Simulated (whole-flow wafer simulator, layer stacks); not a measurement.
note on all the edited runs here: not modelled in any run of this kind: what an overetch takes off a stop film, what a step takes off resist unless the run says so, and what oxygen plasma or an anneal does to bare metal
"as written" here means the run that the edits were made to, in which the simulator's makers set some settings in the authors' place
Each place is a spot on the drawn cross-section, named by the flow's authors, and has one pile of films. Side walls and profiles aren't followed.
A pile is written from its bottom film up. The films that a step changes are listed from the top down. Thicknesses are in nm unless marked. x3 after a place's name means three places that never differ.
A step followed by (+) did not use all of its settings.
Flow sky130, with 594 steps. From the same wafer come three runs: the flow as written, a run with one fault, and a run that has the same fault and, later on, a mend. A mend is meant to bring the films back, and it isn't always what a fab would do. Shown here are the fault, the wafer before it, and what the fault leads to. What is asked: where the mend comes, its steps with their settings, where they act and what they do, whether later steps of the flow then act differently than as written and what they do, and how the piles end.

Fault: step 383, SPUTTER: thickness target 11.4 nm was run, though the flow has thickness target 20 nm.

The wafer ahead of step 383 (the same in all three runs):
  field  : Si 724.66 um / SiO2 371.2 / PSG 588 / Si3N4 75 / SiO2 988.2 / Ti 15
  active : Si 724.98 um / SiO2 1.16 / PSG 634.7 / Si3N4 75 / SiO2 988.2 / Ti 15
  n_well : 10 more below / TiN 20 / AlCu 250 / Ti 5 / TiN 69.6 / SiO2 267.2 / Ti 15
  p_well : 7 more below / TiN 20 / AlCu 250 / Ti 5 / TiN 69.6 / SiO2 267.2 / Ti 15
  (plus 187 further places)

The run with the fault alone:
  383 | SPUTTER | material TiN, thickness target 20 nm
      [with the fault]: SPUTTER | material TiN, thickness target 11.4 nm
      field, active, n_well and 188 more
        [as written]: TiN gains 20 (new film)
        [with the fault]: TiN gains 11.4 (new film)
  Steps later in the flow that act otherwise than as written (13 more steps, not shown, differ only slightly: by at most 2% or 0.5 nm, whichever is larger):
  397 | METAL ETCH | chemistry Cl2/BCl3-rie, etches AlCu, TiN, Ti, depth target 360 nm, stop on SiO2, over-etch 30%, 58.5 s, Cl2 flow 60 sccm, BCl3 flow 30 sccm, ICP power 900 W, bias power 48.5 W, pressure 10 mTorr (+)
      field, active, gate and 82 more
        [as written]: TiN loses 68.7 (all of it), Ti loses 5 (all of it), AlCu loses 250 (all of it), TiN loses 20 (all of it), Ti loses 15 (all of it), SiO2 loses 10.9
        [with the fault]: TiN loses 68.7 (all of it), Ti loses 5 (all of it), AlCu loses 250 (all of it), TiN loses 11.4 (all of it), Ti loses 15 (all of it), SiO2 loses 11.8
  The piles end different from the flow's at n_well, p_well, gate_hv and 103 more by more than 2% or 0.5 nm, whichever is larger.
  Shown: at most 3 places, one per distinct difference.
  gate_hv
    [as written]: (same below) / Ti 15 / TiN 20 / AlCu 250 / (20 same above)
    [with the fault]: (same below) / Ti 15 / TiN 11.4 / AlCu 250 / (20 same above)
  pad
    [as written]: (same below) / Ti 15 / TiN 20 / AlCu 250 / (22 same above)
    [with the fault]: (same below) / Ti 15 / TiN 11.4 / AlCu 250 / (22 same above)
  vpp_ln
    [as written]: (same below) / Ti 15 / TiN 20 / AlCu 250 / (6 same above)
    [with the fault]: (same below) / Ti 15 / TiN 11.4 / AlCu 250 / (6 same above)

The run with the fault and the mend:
  After step 383 comes the mend.
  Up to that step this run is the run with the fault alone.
  383a | SPUTTER | material TiN, thickness target 8.6 nm (the flow's step 383 again, with other settings)
      field, active, n_well and 188 more
        TiN gains 8.6
  Every later step of the flow that is run acts as written at every place that is followed.
  At every place that both follow, the piles at the end match the flow's.
